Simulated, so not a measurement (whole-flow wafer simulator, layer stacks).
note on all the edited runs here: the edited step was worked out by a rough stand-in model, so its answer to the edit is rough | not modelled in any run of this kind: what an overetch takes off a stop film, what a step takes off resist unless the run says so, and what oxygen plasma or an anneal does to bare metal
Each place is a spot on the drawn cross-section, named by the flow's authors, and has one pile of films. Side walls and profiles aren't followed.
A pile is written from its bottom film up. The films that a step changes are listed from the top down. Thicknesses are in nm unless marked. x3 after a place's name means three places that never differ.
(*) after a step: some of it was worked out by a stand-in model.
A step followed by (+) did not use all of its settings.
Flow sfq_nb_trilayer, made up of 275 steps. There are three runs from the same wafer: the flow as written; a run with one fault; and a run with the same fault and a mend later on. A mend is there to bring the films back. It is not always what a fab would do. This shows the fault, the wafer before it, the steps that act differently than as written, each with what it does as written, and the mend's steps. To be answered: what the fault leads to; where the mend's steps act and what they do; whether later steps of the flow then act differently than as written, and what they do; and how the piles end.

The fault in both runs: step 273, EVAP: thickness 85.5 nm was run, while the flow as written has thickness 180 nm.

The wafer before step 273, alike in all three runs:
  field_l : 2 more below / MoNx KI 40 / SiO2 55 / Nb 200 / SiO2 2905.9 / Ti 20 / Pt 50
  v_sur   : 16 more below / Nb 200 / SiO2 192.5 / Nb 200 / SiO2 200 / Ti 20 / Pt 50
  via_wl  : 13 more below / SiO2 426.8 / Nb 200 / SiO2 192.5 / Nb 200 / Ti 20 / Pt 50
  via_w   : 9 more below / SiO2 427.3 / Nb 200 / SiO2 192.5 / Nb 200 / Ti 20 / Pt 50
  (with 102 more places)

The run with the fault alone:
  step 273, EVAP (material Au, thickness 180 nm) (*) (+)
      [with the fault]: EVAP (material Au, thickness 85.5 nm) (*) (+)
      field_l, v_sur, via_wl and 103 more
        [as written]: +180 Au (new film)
        [with the fault]: +85.5 Au (new film)
  Later steps of the flow acting differently than as written:
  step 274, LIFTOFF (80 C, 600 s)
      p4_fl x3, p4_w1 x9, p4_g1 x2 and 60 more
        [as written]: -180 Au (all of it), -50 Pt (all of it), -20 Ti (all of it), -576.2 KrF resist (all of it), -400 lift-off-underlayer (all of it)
        [with the fault]: -85.5 Au (all of it), -50 Pt (all of it), -20 Ti (all of it), -576.2 KrF resist (all of it), -400 lift-off-underlayer (all of it)
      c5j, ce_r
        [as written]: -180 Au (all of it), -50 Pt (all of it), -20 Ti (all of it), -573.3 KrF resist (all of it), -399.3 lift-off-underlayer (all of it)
        [with the fault]: -85.5 Au (all of it), -50 Pt (all of it), -20 Ti (all of it), -573.3 KrF resist (all of it), -399.3 lift-off-underlayer (all of it)
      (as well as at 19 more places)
  By the end, the piles at field_l, v_sur, via_wl and 8 more depart from the flow's by more than 2% or 0.5 nm, whichever is larger.
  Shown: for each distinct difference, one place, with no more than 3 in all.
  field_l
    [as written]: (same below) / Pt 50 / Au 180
    [with the fault]: (same below) / Pt 50 / Au 85.5

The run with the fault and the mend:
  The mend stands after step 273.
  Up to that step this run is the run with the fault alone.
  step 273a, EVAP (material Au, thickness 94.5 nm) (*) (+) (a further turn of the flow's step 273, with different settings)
      field_l, v_sur, via_wl and 103 more
        +94.5 Au
  Later steps of the flow that are run all act as written at every place that is followed.
  The piles end the same as the flow's at every place that both follow.
